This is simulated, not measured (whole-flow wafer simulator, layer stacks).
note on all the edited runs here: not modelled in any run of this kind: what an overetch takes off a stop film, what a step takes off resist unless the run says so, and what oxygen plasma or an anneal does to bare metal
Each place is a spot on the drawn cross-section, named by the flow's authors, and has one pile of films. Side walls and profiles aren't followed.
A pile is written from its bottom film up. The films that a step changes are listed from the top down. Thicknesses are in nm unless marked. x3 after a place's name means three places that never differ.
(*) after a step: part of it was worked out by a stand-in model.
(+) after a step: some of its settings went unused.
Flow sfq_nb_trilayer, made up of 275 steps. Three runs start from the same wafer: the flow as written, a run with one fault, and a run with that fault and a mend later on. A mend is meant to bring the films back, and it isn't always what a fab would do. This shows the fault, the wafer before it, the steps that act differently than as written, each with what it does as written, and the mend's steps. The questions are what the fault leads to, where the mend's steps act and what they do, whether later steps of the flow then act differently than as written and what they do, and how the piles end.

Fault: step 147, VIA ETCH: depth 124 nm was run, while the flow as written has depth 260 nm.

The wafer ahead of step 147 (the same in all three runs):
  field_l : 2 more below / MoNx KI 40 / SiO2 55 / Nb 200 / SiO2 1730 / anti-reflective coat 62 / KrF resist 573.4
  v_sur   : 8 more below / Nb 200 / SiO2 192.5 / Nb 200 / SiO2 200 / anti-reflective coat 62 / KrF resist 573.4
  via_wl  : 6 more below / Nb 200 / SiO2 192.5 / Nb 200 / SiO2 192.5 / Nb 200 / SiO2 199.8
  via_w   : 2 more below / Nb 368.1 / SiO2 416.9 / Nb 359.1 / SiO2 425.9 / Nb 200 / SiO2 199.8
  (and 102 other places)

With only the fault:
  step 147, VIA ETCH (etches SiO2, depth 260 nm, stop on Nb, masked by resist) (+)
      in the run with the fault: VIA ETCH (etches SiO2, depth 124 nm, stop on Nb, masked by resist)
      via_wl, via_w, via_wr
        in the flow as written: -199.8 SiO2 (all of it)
        in the run with the fault: -124 SiO2
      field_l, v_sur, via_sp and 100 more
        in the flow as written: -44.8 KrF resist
        in the run with the fault: -21.4 KrF resist
  Later steps of the flow acting differently than as written (4 other steps are not shown; they differ only slightly, by no more than 2% or 0.5 nm, whichever is larger):
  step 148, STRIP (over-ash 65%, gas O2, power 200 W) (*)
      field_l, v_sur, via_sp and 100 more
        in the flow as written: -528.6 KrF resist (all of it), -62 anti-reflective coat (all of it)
        in the run with the fault: -552.1 KrF resist (all of it), -62 anti-reflective coat (all of it)
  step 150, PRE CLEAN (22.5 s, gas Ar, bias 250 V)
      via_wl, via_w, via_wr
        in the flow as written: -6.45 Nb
        in the run with the fault: -7.5 SiO2
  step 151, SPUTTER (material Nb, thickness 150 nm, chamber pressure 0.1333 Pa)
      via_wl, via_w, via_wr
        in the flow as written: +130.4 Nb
        in the run with the fault: +139.1 Nb (new film)
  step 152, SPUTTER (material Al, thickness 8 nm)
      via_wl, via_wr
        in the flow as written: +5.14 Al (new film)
        in the run with the fault: +6.03 Al (new film)
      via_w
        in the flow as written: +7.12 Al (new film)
        in the run with the fault: +7.79 Al (new film)
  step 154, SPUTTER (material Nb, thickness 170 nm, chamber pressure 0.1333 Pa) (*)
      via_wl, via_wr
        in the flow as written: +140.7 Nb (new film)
        in the run with the fault: +123.7 Nb (new film)
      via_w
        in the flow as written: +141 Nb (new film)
        in the run with the fault: +165.9 Nb (new film)
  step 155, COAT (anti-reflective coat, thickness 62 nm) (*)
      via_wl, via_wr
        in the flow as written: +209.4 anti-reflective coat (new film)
        in the run with the fault: +185.5 anti-reflective coat (new film)
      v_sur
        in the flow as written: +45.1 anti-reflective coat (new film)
        in the run with the fault: +48.8 anti-reflective coat (new film)
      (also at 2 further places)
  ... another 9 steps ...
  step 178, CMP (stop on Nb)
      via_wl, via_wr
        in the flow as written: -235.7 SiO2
        in the run with the fault: -319 SiO2
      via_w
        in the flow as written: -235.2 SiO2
        in the run with the fault: -318.5 SiO2
  At via_wl, via_w, via_wr, the piles at the end differ from the flow's by more than 2% or 0.5 nm, whichever is larger.
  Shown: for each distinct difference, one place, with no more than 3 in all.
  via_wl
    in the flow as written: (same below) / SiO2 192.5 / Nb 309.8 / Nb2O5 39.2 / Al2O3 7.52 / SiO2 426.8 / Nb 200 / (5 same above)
    in the run with the fault: (same below) / SiO2 192.5 / Nb 200 / SiO2 68.3 / Nb 126 / Nb2O5 36.5 / Al2O3 9 / SiO2 343.5 / Nb 200 / (5 same above)
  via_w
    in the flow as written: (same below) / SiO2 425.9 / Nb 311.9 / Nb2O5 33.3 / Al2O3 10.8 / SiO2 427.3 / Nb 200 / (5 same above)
    in the run with the fault: (same below) / SiO2 425.9 / Nb 200 / SiO2 68.3 / Nb 128.1 / Nb2O5 30.7 / Al2O3 12.3 / SiO2 344 / Nb 200 / (5 same above)

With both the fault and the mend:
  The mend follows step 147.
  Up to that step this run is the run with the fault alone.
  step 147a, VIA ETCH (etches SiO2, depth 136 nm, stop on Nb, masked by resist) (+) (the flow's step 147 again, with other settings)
      field_l, v_sur, via_sp and 100 more
        -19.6 KrF resist
      via_wl, via_w, via_wr
        -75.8 SiO2 (all of it)
  Later steps of the flow that are run all act as written at every place that is followed, up to a difference of at most 2% or 0.5 nm, whichever is larger.
  At every place that both follow, the piles at the end match the flow's.
